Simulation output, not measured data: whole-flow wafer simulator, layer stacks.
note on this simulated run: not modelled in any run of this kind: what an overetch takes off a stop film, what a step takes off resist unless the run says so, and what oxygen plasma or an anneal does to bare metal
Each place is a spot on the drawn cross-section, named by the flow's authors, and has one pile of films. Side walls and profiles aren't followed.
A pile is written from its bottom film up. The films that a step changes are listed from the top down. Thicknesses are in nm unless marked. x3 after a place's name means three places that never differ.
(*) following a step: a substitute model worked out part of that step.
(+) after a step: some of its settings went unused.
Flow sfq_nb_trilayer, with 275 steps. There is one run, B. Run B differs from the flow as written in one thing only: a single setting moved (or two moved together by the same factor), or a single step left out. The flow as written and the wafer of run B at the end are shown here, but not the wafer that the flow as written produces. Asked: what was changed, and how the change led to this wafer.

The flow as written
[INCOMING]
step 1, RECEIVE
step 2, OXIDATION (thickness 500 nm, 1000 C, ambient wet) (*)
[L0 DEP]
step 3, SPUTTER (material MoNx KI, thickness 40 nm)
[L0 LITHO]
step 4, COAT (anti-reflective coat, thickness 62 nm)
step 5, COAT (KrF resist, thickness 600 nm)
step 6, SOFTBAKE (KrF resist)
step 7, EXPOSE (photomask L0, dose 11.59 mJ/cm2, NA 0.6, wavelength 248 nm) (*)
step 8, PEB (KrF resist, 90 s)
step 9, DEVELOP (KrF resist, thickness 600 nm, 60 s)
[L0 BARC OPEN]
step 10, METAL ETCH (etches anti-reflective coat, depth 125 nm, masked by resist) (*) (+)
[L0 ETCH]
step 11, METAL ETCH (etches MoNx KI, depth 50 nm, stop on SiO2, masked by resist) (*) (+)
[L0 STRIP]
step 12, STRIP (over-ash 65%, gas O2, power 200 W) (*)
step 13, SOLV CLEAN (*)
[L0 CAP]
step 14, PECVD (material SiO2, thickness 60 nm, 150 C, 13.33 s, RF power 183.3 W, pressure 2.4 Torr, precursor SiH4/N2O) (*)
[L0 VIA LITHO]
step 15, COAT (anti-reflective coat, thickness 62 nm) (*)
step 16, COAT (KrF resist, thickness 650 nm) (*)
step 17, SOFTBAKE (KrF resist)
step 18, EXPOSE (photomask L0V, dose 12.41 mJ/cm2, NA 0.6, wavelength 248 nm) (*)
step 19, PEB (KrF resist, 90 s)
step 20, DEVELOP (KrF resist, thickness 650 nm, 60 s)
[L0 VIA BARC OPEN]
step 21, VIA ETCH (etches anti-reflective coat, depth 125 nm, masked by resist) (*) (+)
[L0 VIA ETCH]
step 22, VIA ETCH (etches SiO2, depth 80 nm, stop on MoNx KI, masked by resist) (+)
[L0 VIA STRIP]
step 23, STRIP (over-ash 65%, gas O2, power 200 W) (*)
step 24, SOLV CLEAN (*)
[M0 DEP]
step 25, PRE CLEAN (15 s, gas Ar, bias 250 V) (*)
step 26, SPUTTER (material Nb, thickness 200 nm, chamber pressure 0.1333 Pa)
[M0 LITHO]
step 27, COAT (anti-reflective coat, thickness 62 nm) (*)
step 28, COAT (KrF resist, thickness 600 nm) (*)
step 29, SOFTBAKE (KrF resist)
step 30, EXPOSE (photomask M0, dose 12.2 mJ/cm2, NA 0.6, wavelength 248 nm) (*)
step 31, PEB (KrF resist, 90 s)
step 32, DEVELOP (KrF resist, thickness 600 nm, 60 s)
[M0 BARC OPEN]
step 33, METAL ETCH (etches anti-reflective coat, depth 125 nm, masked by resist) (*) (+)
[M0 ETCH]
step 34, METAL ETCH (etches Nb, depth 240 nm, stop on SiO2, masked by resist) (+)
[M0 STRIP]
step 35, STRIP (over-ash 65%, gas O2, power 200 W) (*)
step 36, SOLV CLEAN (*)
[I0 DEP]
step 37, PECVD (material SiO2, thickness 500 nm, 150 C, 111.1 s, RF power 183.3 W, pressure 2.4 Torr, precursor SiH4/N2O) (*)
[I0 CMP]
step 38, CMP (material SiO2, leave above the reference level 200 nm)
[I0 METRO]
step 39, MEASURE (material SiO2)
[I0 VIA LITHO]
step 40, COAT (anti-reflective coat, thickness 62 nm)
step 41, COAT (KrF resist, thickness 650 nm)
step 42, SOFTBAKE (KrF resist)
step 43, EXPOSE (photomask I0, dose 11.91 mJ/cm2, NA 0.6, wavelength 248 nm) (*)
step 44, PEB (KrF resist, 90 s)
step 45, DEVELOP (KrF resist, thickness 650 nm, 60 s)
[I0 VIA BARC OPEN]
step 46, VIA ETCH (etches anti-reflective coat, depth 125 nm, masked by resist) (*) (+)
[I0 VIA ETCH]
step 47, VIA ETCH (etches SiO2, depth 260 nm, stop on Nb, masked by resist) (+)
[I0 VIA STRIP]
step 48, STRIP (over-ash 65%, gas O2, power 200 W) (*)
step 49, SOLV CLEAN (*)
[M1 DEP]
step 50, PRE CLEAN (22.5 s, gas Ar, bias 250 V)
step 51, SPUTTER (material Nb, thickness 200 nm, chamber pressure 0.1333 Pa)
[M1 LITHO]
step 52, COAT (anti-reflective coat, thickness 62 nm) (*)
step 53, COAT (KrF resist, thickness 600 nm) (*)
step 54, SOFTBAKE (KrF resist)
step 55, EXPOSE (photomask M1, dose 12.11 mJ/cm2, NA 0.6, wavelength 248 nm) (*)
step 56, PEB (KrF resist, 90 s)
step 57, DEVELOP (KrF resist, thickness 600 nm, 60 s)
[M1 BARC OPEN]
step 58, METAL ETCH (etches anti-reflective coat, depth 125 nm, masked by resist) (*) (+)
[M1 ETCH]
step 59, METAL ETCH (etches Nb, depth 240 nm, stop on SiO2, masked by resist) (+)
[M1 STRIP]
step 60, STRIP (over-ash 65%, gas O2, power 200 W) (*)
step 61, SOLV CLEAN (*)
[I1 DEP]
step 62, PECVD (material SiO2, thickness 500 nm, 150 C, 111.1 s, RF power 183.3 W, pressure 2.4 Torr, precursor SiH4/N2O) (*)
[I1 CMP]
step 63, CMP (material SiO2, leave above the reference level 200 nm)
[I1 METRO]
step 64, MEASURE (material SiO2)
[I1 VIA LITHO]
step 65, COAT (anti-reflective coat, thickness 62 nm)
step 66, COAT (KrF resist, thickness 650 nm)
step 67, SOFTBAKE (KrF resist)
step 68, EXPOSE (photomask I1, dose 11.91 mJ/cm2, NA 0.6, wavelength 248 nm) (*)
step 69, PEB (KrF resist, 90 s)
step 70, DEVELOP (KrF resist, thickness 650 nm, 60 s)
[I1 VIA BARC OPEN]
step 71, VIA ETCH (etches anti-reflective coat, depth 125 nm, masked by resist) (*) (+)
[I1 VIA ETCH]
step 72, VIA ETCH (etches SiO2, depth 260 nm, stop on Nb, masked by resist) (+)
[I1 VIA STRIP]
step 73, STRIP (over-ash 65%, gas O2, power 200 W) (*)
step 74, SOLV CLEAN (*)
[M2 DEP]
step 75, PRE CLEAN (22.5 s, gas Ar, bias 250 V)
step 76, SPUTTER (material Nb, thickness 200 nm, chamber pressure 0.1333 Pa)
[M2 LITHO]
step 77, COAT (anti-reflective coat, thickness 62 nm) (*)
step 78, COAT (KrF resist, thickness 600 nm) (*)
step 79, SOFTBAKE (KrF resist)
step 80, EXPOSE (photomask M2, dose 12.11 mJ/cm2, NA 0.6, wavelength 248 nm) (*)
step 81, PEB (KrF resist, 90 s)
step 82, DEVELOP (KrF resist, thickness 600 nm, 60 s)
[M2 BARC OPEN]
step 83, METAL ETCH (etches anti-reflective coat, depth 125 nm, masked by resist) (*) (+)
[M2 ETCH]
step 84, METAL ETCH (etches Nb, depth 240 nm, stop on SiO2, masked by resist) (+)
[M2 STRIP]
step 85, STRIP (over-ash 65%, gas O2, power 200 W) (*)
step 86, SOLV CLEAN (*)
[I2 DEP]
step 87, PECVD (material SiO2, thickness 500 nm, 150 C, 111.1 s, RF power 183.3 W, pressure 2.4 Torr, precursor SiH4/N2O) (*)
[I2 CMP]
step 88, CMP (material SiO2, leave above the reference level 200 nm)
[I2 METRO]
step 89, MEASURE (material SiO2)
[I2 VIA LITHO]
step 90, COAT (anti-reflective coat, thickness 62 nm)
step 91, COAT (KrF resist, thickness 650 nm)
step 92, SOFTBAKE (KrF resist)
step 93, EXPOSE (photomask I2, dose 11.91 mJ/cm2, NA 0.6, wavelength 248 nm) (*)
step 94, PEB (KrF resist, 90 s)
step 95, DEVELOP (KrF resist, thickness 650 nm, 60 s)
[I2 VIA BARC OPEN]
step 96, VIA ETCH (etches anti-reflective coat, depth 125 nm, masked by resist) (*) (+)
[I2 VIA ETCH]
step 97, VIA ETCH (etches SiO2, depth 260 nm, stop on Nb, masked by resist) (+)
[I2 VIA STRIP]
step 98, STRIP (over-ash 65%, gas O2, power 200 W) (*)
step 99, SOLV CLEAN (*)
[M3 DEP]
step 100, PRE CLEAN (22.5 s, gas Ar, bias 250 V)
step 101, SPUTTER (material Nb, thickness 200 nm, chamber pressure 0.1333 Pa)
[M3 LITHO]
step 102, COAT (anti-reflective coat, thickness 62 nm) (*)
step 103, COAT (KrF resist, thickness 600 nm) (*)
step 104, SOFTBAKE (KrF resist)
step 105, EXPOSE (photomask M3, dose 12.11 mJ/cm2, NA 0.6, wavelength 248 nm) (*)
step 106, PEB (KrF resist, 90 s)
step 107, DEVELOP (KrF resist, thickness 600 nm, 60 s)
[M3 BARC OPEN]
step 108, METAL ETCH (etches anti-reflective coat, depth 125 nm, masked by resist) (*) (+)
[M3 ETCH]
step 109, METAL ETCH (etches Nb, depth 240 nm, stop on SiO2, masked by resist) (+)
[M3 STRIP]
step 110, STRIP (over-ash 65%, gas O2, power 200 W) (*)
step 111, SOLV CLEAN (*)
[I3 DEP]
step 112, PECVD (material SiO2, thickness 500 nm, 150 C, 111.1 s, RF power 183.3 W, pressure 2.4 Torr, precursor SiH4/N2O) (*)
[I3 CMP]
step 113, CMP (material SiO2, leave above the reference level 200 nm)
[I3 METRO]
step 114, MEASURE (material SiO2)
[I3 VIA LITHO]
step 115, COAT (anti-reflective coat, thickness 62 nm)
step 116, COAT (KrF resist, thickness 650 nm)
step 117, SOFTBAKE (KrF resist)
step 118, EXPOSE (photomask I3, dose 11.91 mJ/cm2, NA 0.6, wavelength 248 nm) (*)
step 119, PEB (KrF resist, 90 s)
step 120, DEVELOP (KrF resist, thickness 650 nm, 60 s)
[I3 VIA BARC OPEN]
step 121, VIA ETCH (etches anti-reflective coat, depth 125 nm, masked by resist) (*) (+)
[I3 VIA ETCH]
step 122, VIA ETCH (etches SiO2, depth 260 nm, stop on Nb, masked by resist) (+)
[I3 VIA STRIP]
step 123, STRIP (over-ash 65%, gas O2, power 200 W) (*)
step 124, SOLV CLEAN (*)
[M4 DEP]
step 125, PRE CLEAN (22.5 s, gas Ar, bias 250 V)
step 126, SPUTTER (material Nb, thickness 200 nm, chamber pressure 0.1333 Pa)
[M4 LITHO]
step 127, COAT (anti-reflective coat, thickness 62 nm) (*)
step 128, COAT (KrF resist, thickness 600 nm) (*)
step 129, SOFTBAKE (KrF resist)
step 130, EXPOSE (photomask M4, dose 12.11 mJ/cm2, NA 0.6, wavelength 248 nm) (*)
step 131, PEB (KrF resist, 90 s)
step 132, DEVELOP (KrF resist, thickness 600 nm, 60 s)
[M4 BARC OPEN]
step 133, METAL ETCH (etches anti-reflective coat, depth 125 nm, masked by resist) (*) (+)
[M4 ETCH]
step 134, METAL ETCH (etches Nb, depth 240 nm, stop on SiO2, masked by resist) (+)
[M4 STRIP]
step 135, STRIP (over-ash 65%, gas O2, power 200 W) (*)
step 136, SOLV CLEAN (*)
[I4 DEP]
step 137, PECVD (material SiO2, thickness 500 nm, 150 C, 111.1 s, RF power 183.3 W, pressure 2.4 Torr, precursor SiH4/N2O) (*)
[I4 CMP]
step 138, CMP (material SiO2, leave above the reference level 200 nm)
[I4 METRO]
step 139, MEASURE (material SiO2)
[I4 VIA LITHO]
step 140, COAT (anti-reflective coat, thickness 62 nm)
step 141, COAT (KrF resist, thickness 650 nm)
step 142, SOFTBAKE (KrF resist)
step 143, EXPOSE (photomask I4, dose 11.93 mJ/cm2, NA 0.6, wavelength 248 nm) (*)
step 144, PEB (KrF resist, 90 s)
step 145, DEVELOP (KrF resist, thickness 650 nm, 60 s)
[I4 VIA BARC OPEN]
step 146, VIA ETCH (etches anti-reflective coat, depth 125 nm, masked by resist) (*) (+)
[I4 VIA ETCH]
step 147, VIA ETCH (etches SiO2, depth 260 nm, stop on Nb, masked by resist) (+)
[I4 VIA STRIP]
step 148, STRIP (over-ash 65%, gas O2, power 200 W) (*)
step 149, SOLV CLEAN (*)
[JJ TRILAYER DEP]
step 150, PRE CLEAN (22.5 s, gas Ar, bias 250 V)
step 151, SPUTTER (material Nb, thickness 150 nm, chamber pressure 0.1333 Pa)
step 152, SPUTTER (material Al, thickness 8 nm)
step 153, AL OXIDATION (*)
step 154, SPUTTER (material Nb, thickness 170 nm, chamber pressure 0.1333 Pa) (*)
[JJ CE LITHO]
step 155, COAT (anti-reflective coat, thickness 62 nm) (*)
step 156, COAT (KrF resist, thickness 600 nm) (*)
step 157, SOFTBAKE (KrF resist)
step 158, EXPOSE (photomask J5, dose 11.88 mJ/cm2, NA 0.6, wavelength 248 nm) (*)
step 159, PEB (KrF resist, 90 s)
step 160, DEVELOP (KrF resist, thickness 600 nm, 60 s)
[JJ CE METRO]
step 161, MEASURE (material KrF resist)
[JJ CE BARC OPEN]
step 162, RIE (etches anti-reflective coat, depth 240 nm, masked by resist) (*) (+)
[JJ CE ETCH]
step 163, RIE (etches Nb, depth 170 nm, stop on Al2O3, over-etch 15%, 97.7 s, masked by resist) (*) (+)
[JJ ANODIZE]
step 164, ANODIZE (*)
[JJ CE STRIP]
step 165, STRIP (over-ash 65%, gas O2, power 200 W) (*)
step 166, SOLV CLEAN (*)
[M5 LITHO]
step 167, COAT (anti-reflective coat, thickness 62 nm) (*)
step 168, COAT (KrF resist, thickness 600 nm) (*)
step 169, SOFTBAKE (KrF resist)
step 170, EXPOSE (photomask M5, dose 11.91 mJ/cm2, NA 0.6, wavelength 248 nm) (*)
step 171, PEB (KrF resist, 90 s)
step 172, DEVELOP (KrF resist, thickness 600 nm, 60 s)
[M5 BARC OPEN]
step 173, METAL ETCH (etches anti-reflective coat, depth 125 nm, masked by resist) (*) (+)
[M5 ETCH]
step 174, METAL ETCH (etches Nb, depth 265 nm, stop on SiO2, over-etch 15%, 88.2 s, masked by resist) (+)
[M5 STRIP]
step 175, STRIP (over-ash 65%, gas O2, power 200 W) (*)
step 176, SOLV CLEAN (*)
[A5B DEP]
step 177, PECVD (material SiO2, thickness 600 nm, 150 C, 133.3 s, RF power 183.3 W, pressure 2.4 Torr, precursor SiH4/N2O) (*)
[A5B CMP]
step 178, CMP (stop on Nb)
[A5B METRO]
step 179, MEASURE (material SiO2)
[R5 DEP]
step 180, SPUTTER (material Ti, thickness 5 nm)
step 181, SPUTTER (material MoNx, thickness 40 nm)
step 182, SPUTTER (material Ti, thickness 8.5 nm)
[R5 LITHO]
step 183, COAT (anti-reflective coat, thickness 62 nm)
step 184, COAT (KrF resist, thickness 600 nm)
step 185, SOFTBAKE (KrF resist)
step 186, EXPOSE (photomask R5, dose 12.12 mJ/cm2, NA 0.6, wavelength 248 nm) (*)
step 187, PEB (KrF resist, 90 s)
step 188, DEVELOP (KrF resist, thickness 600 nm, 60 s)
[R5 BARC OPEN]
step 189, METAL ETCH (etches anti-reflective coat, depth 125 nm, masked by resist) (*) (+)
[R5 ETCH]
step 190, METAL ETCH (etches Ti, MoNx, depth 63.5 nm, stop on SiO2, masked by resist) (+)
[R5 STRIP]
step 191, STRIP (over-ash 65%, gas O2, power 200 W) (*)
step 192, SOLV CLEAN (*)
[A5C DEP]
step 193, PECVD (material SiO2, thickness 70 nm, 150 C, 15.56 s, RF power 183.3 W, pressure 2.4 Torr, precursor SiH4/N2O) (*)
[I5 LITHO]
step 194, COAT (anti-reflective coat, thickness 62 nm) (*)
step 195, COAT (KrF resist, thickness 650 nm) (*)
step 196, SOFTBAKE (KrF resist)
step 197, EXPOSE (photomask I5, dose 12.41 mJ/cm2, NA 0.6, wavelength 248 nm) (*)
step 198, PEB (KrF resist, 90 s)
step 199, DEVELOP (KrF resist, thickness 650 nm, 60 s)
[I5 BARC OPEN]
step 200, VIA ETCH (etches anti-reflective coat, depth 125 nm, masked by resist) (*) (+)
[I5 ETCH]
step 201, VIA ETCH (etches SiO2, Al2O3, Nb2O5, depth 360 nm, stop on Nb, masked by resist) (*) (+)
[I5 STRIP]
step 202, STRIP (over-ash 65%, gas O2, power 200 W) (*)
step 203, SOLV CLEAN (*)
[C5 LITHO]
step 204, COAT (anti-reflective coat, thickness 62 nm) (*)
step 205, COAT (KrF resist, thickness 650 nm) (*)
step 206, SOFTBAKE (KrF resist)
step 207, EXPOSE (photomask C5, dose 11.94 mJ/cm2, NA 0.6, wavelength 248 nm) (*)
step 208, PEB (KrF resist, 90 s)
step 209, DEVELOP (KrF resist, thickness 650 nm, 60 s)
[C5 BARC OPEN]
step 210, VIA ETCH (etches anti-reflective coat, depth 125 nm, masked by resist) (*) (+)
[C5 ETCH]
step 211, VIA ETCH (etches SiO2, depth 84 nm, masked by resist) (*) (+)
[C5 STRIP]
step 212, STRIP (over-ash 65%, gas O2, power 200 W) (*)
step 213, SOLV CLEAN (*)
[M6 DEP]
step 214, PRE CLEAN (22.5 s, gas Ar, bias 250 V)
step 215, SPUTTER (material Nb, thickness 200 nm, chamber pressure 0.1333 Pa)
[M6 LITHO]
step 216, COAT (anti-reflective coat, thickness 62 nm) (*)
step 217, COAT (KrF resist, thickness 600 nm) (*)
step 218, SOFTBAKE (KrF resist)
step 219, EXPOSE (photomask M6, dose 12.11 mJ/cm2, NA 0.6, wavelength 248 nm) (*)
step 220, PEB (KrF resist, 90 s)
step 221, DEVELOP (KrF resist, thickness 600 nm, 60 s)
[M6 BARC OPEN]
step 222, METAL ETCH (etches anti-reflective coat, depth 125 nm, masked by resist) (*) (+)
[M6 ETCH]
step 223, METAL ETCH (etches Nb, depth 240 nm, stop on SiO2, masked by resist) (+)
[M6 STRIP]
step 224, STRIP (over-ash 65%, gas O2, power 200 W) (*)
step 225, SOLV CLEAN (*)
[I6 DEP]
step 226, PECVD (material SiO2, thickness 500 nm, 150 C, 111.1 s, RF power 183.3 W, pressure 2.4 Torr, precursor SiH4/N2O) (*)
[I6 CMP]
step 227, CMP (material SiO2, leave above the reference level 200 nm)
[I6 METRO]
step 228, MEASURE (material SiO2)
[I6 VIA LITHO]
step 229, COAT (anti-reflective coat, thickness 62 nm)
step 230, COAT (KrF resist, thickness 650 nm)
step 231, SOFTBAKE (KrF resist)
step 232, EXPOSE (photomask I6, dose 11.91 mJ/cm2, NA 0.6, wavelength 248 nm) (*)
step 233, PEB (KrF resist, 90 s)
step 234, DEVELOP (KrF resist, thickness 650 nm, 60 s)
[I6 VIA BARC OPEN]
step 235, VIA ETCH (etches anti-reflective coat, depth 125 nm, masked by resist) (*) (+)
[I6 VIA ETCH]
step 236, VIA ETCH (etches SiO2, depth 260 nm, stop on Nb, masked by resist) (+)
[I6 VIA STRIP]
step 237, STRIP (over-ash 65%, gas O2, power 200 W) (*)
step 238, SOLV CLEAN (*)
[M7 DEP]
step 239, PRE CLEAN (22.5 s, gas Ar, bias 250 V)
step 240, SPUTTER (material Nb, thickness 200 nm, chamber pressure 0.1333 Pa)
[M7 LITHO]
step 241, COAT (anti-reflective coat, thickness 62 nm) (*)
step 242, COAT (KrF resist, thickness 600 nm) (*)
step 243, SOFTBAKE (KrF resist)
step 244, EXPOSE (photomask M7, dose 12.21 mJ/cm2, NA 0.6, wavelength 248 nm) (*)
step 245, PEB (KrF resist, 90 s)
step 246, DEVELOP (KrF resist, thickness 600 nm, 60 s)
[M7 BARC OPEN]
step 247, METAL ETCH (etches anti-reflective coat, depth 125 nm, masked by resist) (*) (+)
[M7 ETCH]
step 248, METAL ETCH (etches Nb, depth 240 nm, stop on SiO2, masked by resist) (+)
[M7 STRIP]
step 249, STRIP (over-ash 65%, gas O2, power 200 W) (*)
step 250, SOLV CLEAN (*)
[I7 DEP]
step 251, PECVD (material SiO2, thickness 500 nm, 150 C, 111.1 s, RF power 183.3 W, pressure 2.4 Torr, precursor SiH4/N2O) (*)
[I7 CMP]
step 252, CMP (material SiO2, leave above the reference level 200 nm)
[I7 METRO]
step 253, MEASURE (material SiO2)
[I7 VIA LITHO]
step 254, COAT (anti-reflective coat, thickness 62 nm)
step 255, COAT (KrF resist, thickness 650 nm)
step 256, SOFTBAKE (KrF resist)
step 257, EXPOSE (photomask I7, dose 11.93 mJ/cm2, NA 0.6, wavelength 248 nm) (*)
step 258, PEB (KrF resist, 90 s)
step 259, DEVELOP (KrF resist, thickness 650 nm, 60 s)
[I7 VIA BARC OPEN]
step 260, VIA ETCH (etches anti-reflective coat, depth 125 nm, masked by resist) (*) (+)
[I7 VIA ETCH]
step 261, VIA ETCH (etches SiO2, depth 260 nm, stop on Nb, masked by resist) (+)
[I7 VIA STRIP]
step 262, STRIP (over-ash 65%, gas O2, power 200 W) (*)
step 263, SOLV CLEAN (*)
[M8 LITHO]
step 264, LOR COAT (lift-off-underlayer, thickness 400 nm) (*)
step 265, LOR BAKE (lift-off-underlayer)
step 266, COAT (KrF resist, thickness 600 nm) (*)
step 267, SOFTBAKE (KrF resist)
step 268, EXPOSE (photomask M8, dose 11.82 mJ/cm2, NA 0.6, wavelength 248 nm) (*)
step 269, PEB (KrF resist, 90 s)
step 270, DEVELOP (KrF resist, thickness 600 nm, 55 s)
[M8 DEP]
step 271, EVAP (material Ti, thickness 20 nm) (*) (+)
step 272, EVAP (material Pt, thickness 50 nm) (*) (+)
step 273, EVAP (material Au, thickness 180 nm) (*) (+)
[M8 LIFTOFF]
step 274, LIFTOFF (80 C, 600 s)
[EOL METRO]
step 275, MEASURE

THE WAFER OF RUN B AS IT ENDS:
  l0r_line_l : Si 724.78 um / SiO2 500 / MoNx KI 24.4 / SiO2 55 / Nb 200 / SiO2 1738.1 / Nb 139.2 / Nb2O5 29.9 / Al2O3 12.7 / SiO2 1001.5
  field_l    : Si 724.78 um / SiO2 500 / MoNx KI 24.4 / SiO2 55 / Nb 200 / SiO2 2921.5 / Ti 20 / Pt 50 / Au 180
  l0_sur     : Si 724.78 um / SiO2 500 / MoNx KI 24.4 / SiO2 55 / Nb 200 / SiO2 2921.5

What caused this: step 3, SPUTTER: thickness 24.4 nm was run, whereas the flow has thickness 40 nm.
The wafer lets one read it off: l0r_line_l has MoNx KI 24.4, and step 3 as written asks for 40 nm.

Step by step, how the change led to this:
  step 3, SPUTTER (material MoNx KI, thickness 40 nm)
      field_l, v_sur, via_wl and 103 more: +24.4 MoNx KI (new film) (in the flow as written it would be: +40 MoNx KI (new film))
  step 11, METAL ETCH (etches MoNx KI, depth 50 nm, stop on SiO2, masked by resist) (*) (+)
      v_sur, via_wl, via_w and 97 more: -24.4 MoNx KI (all of it) (in the flow as written it would be: -40 MoNx KI (all of it))
      field_l, l0_sur, l0v, l0r_line_l, l0r_line_c, l0r_line_r: -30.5 KrF resist (in the flow as written it would be: -41.7 KrF resist)
  step 12, STRIP (over-ash 65%, gas O2, power 200 W) (*)
      field_l, l0_sur, l0v, l0r_line_l, l0r_line_c, l0r_line_r: -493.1 KrF resist (all of it), -62 anti-reflective coat (all of it) (in the flow as written it would be: -481.9 KrF resist (all of it), -62 anti-reflective coat (all of it))
  step 15, COAT (anti-reflective coat, thickness 62 nm) (*)
      field_l: +58.5 anti-reflective coat (new film) (in the flow as written it would be: +56.7 anti-reflective coat (new film))
      v_sur: +68.3 anti-reflective coat (new film) (in the flow as written it would be: +72.2 anti-reflective coat (new film))
      (as well as at 3 more places)
  step 23, STRIP (over-ash 65%, gas O2, power 200 W) (*)
      field_l: -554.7 KrF resist (all of it), -58.5 anti-reflective coat (all of it) (in the flow as written it would be: -551.4 KrF resist (all of it), -56.7 anti-reflective coat (all of it))
      v_sur: -566 KrF resist (all of it), -68.3 anti-reflective coat (all of it) (in the flow as written it would be: -570.5 KrF resist (all of it), -72.2 anti-reflective coat (all of it))
      (as well as at 3 more places)
  step 27, COAT (anti-reflective coat, thickness 62 nm) (*)
      field_l: +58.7 anti-reflective coat (new film) (in the flow as written it would be: +56.9 anti-reflective coat (new film))
      v_sur: +68.3 anti-reflective coat (new film) (in the flow as written it would be: +72.3 anti-reflective coat (new film))
      (as well as at 3 more places)
  step 35, STRIP (over-ash 65%, gas O2, power 200 W) (*)
      field_l: -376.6 KrF resist (all of it), -58.7 anti-reflective coat (all of it) (in the flow as written it would be: -372.9 KrF resist (all of it), -56.9 anti-reflective coat (all of it))
      v_sur: -387.9 KrF resist (all of it), -68.3 anti-reflective coat (all of it) (in the flow as written it would be: -391.6 KrF resist (all of it), -72.3 anti-reflective coat (all of it))
      (as well as at 3 more places)
  step 38, CMP (material SiO2, leave above the reference level 200 nm)
      field_l, l0_sur, l0r_line_l, l0r_line_c, l0r_line_r: -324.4 SiO2 (in the flow as written it would be: -340 SiO2)
      l0v: -262.2 SiO2 (in the flow as written it would be: -277.8 SiO2)
